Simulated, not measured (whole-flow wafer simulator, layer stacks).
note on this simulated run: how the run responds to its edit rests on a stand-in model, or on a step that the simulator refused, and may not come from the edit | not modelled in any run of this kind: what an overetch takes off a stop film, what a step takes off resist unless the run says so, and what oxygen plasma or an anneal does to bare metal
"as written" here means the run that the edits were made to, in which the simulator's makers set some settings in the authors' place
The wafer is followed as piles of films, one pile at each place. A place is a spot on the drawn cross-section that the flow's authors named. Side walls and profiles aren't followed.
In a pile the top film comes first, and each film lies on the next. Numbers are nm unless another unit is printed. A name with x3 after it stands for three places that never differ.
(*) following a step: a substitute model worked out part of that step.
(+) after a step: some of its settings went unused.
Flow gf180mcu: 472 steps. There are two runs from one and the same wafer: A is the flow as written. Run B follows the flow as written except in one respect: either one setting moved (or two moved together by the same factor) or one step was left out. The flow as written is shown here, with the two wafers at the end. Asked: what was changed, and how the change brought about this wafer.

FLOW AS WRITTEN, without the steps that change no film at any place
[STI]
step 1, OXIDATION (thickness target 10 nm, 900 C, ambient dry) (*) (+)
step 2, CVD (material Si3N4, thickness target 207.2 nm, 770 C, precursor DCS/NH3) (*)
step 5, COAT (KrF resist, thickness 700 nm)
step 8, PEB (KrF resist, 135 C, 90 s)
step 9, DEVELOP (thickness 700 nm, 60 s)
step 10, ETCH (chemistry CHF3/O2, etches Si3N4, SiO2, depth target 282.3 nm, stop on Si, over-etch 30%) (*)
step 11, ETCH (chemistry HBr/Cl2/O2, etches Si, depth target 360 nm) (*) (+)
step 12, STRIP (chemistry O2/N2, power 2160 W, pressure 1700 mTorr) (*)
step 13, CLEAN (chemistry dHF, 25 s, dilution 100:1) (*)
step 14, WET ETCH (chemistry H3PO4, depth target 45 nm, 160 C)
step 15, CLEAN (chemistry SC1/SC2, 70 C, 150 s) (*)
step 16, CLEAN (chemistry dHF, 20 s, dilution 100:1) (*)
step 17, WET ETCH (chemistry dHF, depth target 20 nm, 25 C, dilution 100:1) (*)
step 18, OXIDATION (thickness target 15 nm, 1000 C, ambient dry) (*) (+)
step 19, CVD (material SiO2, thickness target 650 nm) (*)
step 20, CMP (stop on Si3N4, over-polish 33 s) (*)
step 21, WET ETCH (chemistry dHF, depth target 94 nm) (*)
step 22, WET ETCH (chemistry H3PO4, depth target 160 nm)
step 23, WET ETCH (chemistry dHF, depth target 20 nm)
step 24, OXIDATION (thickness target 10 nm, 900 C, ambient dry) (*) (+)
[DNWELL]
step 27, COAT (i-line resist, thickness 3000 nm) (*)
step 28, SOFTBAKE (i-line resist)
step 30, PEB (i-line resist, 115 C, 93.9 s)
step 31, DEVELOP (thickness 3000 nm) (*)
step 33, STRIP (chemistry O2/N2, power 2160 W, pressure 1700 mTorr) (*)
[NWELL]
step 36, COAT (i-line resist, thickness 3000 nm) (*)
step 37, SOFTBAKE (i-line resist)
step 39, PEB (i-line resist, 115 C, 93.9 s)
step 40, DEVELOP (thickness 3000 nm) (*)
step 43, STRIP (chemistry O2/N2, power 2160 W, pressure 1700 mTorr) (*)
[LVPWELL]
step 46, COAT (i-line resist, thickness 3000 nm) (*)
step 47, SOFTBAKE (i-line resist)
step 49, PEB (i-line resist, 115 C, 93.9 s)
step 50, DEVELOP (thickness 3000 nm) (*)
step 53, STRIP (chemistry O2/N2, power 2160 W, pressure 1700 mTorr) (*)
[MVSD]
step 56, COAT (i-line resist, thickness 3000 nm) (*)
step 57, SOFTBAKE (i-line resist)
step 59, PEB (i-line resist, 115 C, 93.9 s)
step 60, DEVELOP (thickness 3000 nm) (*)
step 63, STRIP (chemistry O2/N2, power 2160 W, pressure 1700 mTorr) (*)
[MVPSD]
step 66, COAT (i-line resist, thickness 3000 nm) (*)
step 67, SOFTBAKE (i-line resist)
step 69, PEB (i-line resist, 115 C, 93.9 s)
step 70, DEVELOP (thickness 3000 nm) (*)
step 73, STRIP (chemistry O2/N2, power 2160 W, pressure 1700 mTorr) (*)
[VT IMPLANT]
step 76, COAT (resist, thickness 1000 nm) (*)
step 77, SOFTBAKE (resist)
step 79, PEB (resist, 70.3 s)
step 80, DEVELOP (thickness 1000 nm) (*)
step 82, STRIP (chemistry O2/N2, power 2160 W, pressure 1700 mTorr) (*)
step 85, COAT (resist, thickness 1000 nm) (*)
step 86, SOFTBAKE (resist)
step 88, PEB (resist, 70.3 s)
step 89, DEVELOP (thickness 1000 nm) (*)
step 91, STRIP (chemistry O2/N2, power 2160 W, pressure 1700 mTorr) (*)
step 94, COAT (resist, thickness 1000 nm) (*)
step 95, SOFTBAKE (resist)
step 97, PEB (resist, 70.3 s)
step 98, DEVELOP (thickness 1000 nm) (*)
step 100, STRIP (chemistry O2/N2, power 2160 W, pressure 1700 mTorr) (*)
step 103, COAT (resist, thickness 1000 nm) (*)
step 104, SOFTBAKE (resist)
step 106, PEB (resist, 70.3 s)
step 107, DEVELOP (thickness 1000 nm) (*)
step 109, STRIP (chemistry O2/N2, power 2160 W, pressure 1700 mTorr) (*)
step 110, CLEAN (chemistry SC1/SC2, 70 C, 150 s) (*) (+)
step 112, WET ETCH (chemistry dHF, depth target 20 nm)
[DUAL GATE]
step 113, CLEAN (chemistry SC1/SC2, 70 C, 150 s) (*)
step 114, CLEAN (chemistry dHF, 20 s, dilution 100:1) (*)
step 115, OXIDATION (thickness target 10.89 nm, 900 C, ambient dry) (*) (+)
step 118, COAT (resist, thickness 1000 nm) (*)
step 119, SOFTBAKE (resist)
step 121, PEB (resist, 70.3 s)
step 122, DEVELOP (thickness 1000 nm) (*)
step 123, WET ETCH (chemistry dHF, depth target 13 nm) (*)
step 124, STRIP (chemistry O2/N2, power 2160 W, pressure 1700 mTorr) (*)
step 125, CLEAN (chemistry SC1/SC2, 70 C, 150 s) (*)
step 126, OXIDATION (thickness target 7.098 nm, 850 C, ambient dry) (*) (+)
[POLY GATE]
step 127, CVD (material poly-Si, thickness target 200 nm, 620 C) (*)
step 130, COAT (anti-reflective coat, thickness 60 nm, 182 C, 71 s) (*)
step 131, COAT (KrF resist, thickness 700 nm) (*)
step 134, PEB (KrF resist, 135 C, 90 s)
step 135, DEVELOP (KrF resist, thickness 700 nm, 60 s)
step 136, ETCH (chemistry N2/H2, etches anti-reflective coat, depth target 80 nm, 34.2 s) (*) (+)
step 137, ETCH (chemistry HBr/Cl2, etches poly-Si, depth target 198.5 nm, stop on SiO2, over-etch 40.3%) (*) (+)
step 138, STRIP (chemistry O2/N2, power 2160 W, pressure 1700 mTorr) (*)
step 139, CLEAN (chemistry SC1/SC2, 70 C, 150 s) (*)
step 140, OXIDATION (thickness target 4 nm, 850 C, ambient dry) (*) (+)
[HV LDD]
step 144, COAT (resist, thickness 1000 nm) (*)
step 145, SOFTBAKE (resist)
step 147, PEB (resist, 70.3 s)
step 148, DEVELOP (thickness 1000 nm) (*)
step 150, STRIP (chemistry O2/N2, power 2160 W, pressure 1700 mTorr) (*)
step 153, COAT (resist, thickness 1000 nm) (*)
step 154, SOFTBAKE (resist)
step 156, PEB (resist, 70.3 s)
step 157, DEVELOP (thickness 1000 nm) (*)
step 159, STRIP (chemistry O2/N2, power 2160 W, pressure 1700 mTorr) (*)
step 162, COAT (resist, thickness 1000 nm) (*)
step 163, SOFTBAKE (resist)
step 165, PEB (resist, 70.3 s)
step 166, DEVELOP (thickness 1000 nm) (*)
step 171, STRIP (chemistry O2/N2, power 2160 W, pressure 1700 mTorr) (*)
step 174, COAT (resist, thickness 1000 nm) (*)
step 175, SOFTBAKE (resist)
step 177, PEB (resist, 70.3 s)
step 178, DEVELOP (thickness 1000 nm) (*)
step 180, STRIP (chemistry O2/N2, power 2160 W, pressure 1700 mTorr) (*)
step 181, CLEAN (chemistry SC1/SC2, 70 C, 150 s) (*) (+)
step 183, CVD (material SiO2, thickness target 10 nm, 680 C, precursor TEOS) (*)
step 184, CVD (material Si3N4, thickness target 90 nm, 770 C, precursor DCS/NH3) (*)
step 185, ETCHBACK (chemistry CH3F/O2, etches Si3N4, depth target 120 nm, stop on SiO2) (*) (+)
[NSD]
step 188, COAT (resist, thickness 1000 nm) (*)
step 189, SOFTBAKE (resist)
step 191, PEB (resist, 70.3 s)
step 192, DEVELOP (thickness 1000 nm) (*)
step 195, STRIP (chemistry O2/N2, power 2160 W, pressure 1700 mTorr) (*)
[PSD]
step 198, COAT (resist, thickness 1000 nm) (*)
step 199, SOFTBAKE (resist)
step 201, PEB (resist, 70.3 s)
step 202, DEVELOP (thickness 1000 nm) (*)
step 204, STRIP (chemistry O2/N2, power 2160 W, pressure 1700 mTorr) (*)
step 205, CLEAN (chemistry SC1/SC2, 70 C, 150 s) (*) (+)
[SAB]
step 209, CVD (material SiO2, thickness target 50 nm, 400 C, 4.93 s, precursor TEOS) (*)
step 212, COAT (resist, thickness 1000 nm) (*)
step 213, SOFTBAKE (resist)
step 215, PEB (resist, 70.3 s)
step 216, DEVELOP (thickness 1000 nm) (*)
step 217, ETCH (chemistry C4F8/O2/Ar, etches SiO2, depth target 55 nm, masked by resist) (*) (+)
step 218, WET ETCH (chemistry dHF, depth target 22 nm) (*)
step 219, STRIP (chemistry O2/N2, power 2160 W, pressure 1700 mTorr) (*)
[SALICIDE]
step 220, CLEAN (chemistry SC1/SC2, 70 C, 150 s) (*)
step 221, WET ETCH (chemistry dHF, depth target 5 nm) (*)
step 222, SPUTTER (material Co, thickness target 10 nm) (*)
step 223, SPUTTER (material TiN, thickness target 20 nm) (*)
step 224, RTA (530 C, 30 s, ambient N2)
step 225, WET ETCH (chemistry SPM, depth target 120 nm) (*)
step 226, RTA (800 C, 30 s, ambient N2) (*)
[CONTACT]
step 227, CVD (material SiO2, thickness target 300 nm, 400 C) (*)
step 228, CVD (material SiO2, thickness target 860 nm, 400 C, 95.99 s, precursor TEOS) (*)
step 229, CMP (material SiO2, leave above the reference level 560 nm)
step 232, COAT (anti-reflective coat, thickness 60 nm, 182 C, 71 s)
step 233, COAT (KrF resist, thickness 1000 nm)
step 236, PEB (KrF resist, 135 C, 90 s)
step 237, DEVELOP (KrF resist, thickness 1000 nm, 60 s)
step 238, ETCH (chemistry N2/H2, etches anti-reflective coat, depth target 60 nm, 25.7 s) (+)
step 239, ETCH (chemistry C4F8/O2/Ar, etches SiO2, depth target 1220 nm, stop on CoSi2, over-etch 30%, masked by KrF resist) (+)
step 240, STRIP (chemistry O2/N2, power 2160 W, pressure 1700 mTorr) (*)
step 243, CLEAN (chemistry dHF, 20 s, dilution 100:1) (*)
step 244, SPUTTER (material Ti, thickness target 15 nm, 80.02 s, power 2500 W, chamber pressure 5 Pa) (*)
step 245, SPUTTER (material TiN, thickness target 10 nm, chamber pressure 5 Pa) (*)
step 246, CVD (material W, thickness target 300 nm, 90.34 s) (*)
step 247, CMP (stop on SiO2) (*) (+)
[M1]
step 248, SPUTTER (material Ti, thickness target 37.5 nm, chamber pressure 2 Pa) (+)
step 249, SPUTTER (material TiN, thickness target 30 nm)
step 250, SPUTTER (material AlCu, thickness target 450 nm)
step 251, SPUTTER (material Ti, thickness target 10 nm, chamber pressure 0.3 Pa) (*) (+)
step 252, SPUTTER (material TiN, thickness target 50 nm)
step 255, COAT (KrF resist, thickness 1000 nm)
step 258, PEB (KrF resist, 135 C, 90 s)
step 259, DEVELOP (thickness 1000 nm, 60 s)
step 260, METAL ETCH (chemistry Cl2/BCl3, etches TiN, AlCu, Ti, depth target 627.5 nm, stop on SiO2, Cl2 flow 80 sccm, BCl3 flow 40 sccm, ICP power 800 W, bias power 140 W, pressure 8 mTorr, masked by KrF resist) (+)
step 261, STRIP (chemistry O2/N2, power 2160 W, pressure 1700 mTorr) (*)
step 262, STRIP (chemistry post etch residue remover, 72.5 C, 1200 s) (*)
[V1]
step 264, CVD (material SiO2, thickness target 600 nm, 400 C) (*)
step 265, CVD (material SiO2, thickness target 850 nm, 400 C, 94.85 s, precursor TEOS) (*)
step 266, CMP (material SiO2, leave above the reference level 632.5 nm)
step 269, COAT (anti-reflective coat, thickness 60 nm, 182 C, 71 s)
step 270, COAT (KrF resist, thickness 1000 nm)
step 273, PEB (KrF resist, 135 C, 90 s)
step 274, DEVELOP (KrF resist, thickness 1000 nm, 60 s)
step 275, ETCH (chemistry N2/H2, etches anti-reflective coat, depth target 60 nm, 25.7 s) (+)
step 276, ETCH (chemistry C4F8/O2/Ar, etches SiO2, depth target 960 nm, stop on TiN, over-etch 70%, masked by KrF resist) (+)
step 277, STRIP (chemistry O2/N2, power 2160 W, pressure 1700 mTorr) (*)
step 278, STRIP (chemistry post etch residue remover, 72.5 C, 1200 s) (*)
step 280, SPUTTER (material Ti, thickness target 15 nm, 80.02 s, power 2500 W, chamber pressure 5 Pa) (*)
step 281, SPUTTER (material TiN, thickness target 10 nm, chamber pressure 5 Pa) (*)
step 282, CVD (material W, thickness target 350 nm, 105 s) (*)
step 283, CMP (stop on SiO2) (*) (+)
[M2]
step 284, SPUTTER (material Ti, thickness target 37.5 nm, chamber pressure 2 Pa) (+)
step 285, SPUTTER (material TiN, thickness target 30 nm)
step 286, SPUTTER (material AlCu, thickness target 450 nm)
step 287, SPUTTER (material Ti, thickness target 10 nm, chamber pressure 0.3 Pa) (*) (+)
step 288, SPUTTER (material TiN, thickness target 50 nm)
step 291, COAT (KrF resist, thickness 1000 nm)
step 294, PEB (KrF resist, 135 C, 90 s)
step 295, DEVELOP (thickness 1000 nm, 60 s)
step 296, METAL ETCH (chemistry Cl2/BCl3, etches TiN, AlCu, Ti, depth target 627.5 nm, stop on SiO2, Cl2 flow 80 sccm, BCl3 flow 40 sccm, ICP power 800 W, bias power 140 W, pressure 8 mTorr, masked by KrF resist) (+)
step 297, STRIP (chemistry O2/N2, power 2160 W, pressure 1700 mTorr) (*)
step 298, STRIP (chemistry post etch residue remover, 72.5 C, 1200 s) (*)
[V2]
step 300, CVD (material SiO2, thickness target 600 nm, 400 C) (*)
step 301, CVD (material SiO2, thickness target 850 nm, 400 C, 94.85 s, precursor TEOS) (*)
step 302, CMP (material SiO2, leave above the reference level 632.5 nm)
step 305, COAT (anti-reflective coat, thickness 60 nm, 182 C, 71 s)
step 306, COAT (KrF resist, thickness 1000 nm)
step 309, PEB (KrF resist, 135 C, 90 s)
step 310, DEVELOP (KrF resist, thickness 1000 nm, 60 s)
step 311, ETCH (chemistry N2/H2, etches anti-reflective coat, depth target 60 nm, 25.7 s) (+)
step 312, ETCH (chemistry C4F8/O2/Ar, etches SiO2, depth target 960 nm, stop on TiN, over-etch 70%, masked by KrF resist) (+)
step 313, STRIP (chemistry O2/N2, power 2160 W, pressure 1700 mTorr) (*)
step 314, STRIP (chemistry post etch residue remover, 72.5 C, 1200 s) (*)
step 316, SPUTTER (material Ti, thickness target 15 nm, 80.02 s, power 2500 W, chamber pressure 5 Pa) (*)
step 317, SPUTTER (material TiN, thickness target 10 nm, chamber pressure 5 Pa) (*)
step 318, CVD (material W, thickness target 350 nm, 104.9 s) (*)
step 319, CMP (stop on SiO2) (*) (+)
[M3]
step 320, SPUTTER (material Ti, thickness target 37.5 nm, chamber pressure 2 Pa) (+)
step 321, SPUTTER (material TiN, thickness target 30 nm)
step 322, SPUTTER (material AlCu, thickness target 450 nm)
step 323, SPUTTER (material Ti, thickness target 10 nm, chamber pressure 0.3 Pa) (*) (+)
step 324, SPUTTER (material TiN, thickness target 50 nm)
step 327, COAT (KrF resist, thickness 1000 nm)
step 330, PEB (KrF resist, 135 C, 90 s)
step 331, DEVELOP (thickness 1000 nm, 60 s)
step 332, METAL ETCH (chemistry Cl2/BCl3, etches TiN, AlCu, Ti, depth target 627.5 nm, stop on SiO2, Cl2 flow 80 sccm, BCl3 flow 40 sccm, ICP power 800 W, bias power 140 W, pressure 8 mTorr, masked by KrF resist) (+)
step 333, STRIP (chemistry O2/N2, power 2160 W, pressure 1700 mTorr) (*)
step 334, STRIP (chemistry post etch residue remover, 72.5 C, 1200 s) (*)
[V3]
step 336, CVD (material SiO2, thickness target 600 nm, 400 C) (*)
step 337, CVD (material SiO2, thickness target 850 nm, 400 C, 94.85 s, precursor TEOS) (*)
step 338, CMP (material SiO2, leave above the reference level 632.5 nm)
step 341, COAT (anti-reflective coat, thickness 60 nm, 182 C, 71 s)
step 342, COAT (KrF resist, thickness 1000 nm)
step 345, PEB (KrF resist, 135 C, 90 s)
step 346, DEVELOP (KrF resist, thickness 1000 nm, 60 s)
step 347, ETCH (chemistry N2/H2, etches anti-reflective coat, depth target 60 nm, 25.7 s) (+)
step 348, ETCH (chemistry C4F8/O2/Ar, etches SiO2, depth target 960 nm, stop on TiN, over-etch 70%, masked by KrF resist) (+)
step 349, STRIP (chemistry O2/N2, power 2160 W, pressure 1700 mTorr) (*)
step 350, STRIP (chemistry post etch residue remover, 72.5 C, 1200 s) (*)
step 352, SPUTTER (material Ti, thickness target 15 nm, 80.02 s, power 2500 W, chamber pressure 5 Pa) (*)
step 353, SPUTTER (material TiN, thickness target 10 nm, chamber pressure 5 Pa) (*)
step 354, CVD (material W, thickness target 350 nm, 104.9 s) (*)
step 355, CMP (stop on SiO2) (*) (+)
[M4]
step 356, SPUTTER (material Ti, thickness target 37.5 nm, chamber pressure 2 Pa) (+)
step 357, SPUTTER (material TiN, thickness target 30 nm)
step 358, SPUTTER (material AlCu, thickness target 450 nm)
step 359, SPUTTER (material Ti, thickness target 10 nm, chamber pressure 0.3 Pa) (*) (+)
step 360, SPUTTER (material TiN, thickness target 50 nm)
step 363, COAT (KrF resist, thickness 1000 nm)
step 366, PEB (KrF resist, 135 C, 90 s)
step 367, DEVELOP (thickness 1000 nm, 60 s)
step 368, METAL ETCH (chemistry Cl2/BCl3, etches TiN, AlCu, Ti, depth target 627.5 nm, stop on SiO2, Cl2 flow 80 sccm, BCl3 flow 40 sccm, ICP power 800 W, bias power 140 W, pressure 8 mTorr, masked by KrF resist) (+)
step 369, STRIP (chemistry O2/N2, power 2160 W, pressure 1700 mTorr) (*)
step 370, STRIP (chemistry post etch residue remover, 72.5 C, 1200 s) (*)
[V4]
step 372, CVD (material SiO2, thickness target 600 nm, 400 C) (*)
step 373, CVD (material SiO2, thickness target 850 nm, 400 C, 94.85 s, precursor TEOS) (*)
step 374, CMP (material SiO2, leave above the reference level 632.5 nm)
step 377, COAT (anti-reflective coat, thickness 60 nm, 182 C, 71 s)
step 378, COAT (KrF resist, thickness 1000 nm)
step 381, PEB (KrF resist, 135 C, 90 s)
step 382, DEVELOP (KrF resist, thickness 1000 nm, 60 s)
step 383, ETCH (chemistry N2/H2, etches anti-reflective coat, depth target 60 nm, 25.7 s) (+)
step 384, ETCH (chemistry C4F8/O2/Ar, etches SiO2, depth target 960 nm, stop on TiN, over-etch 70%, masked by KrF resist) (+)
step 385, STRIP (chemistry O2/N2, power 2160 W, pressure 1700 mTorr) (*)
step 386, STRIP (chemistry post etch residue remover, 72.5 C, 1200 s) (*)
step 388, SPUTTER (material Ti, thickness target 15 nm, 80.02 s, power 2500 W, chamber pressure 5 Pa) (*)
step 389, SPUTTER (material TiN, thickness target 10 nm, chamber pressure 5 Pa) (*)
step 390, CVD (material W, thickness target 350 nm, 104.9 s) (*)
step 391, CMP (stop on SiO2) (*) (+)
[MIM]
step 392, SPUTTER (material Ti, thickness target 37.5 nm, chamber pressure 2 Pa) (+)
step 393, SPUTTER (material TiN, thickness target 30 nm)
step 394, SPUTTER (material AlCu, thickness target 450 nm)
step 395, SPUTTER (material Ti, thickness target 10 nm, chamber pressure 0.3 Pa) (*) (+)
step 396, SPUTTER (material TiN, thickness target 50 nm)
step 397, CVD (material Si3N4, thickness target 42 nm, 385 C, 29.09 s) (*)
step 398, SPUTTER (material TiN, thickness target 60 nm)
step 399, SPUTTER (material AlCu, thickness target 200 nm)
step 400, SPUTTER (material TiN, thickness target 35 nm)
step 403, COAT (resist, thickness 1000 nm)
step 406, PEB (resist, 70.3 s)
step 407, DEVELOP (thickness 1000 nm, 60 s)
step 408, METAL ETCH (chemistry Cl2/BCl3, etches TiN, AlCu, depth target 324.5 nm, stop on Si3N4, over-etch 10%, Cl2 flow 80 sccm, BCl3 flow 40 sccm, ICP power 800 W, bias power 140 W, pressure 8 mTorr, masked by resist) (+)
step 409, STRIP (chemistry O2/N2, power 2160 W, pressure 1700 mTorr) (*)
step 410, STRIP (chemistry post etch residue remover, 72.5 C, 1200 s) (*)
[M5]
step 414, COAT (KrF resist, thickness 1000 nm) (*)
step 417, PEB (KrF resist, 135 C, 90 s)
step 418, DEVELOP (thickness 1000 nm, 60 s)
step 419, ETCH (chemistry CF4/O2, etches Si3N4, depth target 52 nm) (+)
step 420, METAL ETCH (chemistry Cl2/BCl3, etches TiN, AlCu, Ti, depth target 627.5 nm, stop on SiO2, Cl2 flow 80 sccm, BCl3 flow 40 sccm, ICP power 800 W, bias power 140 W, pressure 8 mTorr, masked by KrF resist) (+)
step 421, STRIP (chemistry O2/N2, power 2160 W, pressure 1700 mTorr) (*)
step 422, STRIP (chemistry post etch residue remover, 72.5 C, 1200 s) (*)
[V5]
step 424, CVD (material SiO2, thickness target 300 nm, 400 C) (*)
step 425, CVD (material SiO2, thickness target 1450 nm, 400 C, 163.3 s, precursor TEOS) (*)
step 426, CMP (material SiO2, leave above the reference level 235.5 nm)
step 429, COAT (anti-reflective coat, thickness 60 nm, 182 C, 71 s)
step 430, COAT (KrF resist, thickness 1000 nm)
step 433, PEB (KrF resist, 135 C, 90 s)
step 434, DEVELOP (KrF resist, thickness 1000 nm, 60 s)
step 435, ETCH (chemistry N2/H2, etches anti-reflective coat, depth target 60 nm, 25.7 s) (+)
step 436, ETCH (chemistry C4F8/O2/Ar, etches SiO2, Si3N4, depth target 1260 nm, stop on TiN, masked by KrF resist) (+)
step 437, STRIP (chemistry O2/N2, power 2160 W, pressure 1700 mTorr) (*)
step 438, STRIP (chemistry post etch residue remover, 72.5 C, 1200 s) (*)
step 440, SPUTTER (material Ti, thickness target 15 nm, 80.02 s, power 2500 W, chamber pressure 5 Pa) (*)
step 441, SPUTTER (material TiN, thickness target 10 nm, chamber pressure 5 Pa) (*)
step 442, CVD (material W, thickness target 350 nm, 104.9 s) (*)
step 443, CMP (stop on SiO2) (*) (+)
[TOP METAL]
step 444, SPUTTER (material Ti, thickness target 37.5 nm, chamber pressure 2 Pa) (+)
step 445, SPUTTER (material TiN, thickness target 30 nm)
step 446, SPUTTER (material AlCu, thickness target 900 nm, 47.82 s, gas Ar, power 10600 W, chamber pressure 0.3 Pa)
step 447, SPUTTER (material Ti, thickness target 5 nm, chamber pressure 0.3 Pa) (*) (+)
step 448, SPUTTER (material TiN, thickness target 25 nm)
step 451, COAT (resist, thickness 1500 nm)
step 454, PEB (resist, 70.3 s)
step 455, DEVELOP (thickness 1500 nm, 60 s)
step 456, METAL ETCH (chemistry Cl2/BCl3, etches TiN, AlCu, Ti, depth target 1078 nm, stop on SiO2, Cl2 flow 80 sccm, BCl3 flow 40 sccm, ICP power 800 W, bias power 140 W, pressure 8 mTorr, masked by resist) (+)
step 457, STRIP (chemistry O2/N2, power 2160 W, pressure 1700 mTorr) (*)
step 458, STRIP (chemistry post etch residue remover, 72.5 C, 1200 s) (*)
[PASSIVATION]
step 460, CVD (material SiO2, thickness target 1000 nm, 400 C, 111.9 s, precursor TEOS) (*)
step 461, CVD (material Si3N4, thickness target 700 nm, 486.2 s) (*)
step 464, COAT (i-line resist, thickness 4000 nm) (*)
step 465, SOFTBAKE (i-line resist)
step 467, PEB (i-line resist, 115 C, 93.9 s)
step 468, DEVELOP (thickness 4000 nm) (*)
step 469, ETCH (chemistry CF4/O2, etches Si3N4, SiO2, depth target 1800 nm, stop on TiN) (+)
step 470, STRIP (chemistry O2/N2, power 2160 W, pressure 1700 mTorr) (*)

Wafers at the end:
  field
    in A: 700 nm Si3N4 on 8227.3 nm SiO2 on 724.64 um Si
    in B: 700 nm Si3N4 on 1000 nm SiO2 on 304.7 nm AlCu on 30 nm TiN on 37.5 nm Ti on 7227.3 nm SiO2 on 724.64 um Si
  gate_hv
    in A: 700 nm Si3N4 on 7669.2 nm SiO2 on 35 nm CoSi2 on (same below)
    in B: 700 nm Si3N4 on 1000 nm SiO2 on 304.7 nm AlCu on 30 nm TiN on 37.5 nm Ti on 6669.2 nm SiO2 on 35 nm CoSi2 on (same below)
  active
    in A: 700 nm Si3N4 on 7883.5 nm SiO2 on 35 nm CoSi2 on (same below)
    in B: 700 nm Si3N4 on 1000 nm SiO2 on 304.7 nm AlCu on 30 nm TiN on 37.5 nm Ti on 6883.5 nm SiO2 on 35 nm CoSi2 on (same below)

Cause: step 456, METAL ETCH: depth target 619.6 nm was run, while the flow as written has depth target 1078 nm.

Step by step, how the change led to this:
  step 456, METAL ETCH (chemistry Cl2/BCl3, etches TiN, AlCu, Ti, depth target 1078 nm, stop on SiO2, Cl2 flow 80 sccm, BCl3 flow 40 sccm, ICP power 800 W, bias power 140 W, pressure 8 mTorr, masked by resist) (+)
      field, field__w1, field__w2 and 103 more: A -25 TiN (all of it), -5 Ti (all of it), -900 AlCu (all of it), -30 TiN (all of it), -37.5 Ti (all of it) | B -25 TiN (all of it), -5 Ti (all of it), -589.6 AlCu
      field__w8, contact, m1, m1__w1, pad, m1_nw: A -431 resist | B -247.8 resist
  step 457, STRIP (chemistry O2/N2, power 2160 W, pressure 1700 mTorr) (*)
      field__w8, contact, m1, m1__w1, pad, m1_nw: A -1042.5 resist (all of it) | B -1225.6 resist (all of it)
  step 458, STRIP (chemistry post etch residue remover, 72.5 C, 1200 s) (*)
      field, field__w1, field__w2 and 103 more: A nothing | B -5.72 AlCu
  step 460, CVD (material SiO2, thickness target 1000 nm, 400 C, 111.9 s, precursor TEOS) (*)
      field, field__w1, field__w2 and 103 more: A +1000 SiO2 | B +1000 SiO2 (new film)
  step 464, COAT (i-line resist, thickness 4000 nm) (*)
      field__w8: A +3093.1 i-line resist (new film) | B +3425.2 i-line resist (new film)
      contact: A +3153.6 i-line resist (new film) | B +3456 i-line resist (new film)
      (as well as at 4 more places)
  step 465, SOFTBAKE (i-line resist)
      gate: A +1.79 i-line resist | B -0.76 i-line resist
      field__w11, field__w13: A +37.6 i-line resist | B +20.2 i-line resist
      (as well as at 66 more places)
  step 467, PEB (i-line resist, 115 C, 93.9 s)
      field__w8, m1__w1: A -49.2 i-line resist | B -56 i-line resist
      contact, m1: A -49.6 i-line resist | B -56.2 i-line resist
      (as well as at 2 more places)
  step 468, DEVELOP (thickness 4000 nm) (*)
      pad: A -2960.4 i-line resist (all of it) | B -3323 i-line resist (all of it)
  step 470, STRIP (chemistry O2/N2, power 2160 W, pressure 1700 mTorr) (*)
      field__w8, m1__w1: A -1775.9 i-line resist (all of it) | B -2132.7 i-line resist (all of it)
      contact: A -1798.3 i-line resist (all of it) | B -2144.4 i-line resist (all of it)
      (as well as at 2 more places)
If metal films that touch count as one body, field has 1 body; the flow as written gives 0 bodies.
If metal films that touch count as one body, gate_hv has 2 bodies (between them, from the top down: SiO2 6669.2); the flow as written gives 1 body.
If metal films that touch count as one body, active has 2 bodies (between them, from the top down: SiO2 6883.5); the flow as written gives 1 body.
